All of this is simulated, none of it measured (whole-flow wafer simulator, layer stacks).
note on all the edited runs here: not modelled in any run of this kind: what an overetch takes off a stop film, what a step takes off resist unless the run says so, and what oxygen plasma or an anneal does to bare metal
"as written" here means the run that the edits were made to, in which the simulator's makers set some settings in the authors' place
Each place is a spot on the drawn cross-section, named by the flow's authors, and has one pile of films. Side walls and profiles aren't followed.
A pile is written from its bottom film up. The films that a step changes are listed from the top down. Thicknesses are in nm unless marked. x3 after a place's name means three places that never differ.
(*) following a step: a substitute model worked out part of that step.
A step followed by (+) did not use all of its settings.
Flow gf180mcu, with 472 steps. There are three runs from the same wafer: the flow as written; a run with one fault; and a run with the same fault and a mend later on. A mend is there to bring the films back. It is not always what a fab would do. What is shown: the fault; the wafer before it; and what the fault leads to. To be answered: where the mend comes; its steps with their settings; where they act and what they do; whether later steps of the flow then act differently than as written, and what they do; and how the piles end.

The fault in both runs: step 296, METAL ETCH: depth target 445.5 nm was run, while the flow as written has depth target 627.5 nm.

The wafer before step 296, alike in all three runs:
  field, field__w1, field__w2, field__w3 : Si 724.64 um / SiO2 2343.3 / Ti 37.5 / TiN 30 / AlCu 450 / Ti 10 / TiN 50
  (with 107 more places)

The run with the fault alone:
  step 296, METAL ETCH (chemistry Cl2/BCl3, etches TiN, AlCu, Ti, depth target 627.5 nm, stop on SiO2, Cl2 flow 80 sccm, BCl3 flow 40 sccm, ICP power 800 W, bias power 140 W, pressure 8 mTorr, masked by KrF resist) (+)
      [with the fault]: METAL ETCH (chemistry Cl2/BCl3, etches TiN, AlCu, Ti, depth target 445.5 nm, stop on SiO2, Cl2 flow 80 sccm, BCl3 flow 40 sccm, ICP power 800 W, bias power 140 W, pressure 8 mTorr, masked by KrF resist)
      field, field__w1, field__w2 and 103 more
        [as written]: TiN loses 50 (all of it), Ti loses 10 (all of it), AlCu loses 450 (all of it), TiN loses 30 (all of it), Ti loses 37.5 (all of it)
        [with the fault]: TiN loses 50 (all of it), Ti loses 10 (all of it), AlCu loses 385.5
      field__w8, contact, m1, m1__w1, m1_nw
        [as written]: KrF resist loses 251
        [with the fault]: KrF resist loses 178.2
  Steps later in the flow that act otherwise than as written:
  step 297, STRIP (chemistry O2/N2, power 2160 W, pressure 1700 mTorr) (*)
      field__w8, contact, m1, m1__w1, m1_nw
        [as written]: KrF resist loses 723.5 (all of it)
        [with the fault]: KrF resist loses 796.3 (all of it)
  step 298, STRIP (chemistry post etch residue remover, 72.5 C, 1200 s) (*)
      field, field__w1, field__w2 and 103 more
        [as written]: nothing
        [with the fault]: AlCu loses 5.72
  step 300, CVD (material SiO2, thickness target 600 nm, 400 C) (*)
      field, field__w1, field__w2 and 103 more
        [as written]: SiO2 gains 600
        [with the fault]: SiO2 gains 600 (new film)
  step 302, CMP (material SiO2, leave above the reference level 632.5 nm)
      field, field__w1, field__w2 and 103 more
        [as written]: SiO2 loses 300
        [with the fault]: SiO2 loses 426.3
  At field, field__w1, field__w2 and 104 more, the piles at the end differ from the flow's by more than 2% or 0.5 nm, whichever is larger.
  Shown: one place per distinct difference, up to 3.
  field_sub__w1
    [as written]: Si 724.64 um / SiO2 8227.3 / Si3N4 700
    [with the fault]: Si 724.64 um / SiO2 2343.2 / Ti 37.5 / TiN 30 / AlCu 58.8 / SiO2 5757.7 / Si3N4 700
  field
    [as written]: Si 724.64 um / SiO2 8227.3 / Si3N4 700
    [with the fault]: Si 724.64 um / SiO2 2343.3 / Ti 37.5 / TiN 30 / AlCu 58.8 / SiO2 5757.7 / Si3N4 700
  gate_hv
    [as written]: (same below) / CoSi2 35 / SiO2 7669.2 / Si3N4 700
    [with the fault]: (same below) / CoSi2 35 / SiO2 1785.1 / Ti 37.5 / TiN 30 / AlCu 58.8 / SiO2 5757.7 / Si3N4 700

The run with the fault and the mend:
  After step 296 comes the mend.
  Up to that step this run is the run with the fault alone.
  step 296a, METAL ETCH (chemistry Cl2/BCl3, etches TiN, AlCu, Ti, depth target 182 nm, stop on SiO2, Cl2 flow 80 sccm, BCl3 flow 40 sccm, ICP power 800 W, bias power 140 W, pressure 8 mTorr, masked by KrF resist) (+) (a further turn of the flow's step 296, with different settings)
      field, field__w1, field__w2 and 103 more
        AlCu loses 64.5 (all of it), TiN loses 30 (all of it), Ti loses 37.5 (all of it)
      field__w8, contact, m1, m1__w1, m1_nw
        KrF resist loses 72.8
  None of the later steps of the flow acts differently than as written at any place that is followed.
  The piles end the same as the flow's at every place that both follow.
